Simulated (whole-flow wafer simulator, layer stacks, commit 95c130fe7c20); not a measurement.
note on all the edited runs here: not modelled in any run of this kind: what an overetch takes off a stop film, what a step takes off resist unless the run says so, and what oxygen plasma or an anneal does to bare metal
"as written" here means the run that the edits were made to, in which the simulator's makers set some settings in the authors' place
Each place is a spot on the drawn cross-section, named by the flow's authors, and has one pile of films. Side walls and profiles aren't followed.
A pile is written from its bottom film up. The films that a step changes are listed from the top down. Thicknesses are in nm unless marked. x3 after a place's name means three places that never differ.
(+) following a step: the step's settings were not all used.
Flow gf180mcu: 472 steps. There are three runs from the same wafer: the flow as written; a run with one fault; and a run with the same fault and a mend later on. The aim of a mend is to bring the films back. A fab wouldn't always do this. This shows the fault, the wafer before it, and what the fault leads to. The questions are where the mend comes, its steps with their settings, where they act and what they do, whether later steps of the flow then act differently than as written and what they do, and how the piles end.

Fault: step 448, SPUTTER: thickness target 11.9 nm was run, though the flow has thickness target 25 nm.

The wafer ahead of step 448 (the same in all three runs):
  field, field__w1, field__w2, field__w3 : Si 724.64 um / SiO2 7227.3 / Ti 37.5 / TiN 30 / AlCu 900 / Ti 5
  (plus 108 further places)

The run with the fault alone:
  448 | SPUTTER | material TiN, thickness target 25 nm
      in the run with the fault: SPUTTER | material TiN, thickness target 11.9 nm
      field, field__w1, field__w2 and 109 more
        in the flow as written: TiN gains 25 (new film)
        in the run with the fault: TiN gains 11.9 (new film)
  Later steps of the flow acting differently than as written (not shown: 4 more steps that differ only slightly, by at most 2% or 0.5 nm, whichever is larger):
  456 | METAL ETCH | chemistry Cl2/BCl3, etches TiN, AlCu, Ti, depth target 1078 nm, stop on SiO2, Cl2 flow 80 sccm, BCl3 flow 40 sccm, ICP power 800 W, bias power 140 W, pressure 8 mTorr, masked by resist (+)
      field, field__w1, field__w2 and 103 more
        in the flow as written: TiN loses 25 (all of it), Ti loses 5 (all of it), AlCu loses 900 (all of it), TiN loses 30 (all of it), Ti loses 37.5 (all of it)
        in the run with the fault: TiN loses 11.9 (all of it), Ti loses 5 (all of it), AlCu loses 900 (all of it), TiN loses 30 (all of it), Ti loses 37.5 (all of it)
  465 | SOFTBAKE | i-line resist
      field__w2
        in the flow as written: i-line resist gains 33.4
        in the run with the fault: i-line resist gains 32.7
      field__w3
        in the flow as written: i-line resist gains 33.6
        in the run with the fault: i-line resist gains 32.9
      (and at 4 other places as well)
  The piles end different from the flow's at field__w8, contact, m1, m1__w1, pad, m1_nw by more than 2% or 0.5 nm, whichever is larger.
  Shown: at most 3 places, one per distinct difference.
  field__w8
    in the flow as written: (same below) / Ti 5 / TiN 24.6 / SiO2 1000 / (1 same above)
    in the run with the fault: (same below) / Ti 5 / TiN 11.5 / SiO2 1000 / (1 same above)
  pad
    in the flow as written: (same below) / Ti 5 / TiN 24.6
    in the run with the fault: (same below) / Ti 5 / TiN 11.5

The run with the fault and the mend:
  The mend follows step 448.
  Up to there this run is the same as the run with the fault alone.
  448a | SPUTTER | material TiN, thickness target 13.1 nm (a further turn of the flow's step 448, with different settings)
      field, field__w1, field__w2 and 109 more
        TiN gains 13.1
  Later steps of the flow that are run all act as written at every place that is followed.
  The piles end the same as the flow's at every place that both follow.
